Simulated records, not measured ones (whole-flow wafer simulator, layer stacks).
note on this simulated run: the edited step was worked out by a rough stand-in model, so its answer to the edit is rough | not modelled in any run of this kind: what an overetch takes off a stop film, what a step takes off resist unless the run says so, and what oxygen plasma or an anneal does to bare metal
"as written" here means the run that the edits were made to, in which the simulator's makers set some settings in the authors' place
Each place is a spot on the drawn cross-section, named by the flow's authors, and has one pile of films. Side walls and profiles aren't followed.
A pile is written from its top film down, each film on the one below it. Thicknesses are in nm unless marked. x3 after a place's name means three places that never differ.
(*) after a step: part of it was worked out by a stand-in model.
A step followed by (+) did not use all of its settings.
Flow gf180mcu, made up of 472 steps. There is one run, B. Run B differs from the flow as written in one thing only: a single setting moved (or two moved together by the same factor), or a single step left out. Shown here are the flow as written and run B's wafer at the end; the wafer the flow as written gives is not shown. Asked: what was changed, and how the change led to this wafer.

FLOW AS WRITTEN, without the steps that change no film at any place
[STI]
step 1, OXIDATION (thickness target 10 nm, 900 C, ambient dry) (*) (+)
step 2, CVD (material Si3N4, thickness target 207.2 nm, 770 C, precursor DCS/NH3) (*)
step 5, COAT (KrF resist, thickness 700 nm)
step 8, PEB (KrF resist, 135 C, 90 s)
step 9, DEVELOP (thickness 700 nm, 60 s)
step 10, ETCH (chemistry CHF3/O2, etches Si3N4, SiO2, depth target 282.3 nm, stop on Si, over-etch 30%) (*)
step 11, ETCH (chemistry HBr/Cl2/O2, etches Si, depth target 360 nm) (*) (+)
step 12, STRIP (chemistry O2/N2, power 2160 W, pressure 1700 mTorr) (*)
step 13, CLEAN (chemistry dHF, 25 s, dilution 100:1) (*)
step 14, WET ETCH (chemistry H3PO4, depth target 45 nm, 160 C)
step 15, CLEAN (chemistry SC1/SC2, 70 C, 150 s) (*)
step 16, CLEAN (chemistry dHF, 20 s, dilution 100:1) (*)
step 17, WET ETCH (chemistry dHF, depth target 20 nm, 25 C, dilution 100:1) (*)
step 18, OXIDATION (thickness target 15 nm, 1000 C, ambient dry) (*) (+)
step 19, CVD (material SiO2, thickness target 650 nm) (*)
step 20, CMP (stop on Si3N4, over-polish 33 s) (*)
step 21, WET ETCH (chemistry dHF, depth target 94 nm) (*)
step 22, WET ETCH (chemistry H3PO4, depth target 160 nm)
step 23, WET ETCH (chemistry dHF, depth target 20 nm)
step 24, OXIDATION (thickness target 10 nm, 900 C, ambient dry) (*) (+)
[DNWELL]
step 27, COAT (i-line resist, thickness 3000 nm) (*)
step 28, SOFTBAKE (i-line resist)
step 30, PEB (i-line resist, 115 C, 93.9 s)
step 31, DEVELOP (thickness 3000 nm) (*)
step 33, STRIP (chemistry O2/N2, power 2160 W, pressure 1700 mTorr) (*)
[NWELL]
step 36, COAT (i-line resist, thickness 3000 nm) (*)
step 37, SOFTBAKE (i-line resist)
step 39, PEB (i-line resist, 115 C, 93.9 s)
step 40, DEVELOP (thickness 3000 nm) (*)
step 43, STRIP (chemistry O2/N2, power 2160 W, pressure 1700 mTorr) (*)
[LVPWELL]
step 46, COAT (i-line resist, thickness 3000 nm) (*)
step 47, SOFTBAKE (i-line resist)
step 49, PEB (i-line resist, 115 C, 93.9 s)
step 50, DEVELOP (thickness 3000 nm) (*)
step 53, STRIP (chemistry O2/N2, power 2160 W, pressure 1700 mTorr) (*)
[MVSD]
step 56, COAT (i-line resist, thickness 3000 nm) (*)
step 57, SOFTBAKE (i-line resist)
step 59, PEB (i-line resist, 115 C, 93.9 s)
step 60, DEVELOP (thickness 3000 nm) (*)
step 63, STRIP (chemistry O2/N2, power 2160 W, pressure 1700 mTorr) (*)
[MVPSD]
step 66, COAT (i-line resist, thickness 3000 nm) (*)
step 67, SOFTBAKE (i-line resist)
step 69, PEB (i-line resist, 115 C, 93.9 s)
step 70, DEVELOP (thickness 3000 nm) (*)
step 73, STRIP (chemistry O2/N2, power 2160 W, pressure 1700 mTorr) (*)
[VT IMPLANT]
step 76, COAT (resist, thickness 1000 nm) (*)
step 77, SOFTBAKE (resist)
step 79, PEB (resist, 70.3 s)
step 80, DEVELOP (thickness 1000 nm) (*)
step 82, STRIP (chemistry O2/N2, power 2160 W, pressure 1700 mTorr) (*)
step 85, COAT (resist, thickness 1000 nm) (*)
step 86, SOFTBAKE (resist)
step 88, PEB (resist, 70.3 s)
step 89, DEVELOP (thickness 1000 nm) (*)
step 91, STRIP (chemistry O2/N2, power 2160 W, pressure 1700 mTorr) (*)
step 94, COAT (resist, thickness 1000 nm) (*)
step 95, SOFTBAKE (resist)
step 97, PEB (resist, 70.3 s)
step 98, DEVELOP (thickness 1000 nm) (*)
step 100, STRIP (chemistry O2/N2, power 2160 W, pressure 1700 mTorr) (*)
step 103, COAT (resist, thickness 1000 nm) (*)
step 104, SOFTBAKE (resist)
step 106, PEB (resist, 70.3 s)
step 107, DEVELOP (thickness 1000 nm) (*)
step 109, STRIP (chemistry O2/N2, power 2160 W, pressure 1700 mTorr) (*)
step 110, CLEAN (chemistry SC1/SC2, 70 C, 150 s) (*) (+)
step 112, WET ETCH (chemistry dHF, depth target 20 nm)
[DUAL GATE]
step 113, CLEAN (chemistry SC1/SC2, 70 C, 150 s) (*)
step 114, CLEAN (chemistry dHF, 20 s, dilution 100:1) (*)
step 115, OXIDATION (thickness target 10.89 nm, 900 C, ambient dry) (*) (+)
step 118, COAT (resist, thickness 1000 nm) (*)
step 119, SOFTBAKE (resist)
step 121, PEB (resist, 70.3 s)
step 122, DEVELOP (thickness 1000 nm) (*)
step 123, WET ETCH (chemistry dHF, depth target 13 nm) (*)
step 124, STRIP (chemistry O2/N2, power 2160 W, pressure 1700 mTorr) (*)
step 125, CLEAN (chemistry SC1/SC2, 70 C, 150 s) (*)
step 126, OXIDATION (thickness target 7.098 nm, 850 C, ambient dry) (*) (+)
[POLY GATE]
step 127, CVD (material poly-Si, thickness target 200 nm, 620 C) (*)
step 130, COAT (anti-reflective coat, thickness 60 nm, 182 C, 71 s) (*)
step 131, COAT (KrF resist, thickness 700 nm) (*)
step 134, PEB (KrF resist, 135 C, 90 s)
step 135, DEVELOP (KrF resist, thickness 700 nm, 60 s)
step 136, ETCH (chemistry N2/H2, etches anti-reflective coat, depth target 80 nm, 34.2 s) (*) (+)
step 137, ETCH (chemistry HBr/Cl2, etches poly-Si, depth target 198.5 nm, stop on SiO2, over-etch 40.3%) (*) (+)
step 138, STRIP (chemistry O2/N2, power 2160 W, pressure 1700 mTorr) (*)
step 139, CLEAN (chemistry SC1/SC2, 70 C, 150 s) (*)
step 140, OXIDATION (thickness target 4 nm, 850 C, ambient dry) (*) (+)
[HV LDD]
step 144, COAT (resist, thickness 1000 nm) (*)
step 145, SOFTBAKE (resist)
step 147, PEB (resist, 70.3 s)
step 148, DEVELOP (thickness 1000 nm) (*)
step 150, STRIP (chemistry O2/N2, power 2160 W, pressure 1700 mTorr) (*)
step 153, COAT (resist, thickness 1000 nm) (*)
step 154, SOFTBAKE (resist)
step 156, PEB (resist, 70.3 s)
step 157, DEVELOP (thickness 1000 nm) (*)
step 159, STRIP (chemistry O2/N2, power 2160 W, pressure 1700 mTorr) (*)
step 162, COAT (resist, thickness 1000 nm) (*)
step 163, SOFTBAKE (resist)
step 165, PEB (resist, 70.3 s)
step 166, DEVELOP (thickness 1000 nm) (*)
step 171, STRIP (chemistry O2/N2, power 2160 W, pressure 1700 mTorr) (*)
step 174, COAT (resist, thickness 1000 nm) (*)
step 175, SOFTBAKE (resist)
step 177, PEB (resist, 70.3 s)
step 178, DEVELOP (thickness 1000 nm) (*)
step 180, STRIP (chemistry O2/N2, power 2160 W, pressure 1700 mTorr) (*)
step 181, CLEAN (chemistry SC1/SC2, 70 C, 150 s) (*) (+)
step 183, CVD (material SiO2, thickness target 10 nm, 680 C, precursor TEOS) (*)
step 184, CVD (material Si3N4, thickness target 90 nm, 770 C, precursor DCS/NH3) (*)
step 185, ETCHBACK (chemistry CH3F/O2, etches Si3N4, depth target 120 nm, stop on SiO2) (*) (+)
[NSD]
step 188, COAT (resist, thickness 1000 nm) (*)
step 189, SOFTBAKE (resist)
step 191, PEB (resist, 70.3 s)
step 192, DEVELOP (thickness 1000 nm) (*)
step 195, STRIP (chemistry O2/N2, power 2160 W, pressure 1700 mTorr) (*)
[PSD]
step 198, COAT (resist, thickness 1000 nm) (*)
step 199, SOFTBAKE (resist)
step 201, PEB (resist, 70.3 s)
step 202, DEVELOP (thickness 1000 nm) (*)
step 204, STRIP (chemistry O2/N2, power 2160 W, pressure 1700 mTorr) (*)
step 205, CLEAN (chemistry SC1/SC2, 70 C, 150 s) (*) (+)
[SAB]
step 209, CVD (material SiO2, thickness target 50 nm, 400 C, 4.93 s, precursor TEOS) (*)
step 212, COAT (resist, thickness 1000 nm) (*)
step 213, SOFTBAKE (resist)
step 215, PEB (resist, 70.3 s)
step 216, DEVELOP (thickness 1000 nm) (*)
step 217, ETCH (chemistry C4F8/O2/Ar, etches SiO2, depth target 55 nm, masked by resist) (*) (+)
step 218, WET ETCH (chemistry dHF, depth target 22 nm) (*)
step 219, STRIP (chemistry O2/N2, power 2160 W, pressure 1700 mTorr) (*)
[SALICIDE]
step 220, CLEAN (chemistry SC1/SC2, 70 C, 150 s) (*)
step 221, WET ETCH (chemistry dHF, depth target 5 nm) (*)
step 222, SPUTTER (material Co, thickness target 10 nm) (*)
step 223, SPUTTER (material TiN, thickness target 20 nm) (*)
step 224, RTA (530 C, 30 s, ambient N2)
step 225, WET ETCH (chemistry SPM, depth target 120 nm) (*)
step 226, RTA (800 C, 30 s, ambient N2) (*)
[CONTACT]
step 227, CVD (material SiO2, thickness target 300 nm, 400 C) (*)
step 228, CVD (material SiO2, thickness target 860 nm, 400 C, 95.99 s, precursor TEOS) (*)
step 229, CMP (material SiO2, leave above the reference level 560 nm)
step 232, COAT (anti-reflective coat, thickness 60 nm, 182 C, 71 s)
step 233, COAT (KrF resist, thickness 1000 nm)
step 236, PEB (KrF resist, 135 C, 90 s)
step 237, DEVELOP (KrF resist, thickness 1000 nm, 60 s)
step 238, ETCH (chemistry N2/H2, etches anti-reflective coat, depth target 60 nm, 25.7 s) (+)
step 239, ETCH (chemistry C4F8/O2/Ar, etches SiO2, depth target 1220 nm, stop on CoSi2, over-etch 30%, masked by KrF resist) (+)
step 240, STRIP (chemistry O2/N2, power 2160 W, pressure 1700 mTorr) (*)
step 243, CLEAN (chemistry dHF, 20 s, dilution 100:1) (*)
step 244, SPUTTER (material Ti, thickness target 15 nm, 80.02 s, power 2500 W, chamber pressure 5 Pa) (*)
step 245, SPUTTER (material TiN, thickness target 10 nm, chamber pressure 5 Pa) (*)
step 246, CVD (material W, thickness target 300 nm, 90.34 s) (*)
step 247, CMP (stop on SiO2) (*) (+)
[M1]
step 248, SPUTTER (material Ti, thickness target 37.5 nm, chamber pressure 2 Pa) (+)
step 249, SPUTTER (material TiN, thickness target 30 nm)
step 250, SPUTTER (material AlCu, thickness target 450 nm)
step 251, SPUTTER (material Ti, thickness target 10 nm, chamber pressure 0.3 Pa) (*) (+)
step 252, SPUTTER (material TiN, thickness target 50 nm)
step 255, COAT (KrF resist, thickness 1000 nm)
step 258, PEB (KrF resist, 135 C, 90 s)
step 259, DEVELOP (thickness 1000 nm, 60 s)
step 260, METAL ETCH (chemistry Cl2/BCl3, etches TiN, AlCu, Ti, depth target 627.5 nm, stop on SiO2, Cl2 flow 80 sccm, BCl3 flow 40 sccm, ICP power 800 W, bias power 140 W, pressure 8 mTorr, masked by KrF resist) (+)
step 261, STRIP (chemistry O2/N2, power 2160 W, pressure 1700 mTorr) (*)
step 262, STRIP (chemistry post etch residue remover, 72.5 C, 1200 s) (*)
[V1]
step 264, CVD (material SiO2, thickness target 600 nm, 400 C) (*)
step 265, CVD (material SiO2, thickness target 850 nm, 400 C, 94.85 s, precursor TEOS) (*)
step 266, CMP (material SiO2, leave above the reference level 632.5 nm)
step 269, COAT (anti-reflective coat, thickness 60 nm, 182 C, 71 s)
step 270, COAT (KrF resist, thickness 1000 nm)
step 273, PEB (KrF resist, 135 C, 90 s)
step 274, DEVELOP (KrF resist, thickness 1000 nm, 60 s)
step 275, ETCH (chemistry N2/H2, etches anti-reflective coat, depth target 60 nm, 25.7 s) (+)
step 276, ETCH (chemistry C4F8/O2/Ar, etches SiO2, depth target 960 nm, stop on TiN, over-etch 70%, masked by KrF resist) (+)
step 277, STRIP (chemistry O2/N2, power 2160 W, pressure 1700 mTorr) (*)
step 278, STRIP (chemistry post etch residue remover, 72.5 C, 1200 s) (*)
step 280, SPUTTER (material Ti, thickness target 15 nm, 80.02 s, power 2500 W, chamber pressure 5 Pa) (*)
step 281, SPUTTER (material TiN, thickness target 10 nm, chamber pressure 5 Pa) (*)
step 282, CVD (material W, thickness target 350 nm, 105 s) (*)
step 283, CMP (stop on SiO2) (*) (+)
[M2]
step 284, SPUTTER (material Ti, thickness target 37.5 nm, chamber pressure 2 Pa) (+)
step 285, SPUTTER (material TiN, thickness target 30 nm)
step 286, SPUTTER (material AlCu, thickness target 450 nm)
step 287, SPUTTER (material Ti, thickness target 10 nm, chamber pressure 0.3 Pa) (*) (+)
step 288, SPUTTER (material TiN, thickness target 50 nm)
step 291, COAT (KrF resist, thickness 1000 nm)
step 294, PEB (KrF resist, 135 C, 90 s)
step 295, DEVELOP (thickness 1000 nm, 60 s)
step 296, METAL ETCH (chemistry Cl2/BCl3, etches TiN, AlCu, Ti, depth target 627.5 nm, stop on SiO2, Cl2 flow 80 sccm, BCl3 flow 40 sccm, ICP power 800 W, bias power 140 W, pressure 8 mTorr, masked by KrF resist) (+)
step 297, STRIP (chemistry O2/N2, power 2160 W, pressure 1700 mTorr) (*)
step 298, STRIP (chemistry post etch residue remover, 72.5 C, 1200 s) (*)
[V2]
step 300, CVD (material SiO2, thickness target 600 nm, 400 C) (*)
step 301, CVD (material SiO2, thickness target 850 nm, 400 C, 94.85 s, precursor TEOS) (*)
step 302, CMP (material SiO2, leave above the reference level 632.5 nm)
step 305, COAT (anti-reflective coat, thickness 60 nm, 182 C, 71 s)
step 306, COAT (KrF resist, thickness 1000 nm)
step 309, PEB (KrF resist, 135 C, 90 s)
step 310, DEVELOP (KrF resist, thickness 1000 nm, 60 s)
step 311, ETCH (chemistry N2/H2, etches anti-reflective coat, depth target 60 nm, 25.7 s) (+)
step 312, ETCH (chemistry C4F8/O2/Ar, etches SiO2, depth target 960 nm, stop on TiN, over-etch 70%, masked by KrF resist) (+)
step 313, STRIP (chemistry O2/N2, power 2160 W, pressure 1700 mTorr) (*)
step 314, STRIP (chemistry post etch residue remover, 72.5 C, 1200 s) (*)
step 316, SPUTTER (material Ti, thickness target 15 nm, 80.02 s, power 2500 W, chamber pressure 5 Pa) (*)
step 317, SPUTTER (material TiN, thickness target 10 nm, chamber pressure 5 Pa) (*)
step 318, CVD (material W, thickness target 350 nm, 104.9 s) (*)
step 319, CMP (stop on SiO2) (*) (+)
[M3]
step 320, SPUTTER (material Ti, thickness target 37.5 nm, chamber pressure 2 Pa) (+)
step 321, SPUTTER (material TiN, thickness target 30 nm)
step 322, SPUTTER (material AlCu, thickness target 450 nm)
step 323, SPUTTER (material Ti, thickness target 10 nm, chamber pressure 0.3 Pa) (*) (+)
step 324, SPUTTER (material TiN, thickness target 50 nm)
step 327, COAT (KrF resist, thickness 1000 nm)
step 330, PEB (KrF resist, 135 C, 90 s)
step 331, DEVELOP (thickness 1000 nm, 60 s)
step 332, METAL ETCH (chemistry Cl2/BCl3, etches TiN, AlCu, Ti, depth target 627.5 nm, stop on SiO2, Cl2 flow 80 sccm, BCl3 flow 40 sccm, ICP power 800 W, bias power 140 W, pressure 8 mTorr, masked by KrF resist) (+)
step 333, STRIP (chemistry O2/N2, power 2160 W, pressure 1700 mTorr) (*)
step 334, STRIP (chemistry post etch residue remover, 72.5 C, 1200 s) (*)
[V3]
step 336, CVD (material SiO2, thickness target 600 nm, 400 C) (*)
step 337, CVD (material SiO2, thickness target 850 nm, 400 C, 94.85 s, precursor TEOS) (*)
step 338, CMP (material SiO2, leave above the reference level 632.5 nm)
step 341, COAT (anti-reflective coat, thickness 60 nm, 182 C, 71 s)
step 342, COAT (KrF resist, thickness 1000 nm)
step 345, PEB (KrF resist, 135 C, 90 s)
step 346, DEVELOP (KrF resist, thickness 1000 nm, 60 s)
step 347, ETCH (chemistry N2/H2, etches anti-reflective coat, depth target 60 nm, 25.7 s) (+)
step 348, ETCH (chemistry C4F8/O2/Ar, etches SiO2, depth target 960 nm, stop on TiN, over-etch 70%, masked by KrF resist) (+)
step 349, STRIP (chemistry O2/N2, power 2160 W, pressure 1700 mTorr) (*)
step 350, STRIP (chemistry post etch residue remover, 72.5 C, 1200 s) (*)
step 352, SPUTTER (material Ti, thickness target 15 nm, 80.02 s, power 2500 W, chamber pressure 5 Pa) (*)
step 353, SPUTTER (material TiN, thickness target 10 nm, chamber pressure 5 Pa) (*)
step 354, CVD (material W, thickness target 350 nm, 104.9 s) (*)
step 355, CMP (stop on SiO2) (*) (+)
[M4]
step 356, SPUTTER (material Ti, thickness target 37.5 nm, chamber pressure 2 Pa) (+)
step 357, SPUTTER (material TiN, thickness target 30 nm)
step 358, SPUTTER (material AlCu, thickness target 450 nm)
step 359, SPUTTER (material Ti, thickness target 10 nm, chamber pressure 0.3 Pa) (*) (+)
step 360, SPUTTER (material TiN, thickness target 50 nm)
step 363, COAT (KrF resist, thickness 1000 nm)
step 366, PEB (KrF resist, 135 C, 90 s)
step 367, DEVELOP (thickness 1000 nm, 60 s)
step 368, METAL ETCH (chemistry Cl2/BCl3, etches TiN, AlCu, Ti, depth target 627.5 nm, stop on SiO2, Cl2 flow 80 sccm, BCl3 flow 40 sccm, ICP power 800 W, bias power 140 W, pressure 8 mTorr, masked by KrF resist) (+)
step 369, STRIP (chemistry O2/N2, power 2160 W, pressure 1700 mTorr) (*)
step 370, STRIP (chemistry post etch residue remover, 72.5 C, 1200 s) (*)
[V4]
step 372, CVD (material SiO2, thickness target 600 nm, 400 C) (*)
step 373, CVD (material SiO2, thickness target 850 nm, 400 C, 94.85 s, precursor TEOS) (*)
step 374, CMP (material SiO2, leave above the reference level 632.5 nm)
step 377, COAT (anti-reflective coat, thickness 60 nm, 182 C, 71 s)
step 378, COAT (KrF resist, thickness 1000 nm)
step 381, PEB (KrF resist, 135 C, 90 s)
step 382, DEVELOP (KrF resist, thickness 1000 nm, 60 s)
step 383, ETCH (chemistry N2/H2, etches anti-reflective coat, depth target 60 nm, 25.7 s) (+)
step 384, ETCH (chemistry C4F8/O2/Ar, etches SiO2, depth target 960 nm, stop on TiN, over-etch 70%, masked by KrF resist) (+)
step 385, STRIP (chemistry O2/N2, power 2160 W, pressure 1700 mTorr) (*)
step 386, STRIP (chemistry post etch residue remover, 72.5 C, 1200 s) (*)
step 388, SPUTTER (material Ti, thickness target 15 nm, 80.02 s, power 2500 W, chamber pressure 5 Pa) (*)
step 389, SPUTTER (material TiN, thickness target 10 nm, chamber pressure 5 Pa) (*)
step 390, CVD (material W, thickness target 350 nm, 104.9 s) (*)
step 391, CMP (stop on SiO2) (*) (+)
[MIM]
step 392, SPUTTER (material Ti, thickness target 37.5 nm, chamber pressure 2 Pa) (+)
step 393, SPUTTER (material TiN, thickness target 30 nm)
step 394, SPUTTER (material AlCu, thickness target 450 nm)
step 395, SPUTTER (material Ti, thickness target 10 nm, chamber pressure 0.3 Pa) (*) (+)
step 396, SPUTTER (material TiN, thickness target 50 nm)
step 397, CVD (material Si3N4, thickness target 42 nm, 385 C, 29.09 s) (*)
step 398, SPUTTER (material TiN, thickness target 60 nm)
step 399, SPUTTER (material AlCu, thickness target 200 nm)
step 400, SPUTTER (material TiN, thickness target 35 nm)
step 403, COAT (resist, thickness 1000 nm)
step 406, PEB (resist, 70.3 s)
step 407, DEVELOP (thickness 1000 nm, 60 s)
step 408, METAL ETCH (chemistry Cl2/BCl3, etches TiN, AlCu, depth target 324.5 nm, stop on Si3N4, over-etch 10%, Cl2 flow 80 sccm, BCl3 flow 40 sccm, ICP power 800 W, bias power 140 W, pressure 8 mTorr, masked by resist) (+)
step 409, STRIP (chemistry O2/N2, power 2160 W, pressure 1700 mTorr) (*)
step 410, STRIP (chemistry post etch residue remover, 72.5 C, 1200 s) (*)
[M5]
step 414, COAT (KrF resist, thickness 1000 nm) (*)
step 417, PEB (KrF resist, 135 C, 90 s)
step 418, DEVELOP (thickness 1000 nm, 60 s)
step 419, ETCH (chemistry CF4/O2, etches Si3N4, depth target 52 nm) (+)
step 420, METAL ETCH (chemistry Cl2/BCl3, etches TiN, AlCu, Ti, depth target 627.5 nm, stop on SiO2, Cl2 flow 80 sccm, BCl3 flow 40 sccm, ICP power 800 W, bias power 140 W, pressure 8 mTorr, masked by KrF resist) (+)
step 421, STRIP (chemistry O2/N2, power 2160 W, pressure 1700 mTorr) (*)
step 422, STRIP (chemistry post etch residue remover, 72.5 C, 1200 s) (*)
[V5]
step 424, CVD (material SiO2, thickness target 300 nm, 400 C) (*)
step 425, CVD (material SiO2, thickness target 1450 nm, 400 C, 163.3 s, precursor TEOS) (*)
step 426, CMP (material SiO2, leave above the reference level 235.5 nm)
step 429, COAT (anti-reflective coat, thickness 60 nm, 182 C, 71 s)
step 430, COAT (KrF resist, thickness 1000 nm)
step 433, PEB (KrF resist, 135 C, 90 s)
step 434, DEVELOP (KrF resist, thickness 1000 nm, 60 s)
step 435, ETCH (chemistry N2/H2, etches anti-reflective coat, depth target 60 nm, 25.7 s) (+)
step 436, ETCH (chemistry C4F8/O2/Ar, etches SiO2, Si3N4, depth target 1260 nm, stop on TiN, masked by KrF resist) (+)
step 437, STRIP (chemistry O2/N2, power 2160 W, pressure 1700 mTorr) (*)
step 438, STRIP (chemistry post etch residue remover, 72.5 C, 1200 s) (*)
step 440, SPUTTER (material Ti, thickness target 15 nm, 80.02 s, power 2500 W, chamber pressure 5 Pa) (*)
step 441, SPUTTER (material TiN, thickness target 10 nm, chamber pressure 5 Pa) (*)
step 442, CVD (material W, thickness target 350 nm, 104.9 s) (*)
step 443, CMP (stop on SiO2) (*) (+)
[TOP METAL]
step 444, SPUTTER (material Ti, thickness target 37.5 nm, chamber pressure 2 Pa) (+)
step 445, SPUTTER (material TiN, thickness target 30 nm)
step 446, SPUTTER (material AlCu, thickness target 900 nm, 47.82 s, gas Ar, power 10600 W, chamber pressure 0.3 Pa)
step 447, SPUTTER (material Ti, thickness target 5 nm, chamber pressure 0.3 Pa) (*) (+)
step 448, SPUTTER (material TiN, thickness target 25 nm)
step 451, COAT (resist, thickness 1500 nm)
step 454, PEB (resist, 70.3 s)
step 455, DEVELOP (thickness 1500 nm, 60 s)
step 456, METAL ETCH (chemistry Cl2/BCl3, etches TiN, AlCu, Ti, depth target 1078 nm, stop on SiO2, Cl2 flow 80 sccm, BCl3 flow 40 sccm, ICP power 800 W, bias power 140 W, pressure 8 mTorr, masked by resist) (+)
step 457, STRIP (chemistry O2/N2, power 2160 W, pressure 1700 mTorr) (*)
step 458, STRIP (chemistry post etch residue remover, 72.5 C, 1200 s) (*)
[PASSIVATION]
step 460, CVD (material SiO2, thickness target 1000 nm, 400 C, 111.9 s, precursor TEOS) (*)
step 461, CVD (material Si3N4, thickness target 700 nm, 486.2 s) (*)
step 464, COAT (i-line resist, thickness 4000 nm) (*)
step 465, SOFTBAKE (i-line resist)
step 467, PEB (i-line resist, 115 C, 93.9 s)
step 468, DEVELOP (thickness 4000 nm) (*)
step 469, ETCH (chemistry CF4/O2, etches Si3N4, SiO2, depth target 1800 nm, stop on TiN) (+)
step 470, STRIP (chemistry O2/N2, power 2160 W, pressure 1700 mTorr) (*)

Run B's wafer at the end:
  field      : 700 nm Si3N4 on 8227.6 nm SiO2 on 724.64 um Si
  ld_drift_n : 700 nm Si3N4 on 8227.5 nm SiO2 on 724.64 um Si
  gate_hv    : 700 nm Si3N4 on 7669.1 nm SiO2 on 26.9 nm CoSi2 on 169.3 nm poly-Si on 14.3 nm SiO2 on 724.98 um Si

What caused this: step 222, SPUTTER: thickness target 7.7 nm was run, whereas the flow has thickness target 10 nm.

The path from the change to this, step by step:
  step 222, SPUTTER (material Co, thickness target 10 nm) (*)
      field, field__w7, field__w8 and 71 more: +7.7 Co (new film) (in the flow as written it would be: +10 Co (new film))
      field__w6, field_sub, field_sub__w2: +7.66 Co (new film) (in the flow as written it would be: +9.95 Co (new film))
      (as well as at 34 more places)
  step 224, RTA (530 C, 30 s, ambient N2)
      gate, gate_hv, gate_p and 22 more: under 1 film: +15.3 CoSi (new film), -7.7 Co (all of it), -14 poly-Si (in the flow as written it would be: under 1 film: +19.9 CoSi (new film), -10 Co (all of it), -18.2 poly-Si)
      active, p_well, sd_n and 11 more: under 1 film: +15.3 CoSi (new film), -7.7 Co (all of it), -14 Si (in the flow as written it would be: under 1 film: +19.9 CoSi (new film), -10 Co (all of it), -18.1 Si)
      (as well as at 10 more places)
  step 225, WET ETCH (chemistry SPM, depth target 120 nm) (*)
      field, field__w7, field__w8 and 32 more: -20 TiN (all of it), -7.7 Co (all of it) (in the flow as written it would be: -20 TiN (all of it), -10 Co (all of it))
      field_sub, field_sub__w2: -19.9 TiN (all of it), -7.66 Co (all of it) (in the flow as written it would be: -19.9 TiN (all of it), -9.95 Co (all of it))
      (as well as at 25 more places)
  step 226, RTA (800 C, 30 s, ambient N2) (*)
      gate, gate_hv, gate_p and 22 more: +26.9 CoSi2 (new film), -15.3 CoSi (all of it), -14 poly-Si (in the flow as written it would be: +35 CoSi2 (new film), -19.9 CoSi (all of it), -18.2 poly-Si)
      active, p_well, sd_n and 11 more: +26.9 CoSi2 (new film), -15.3 CoSi (all of it), -14 Si (in the flow as written it would be: +35 CoSi2 (new film), -19.9 CoSi (all of it), -18.1 Si)
      (as well as at 10 more places)
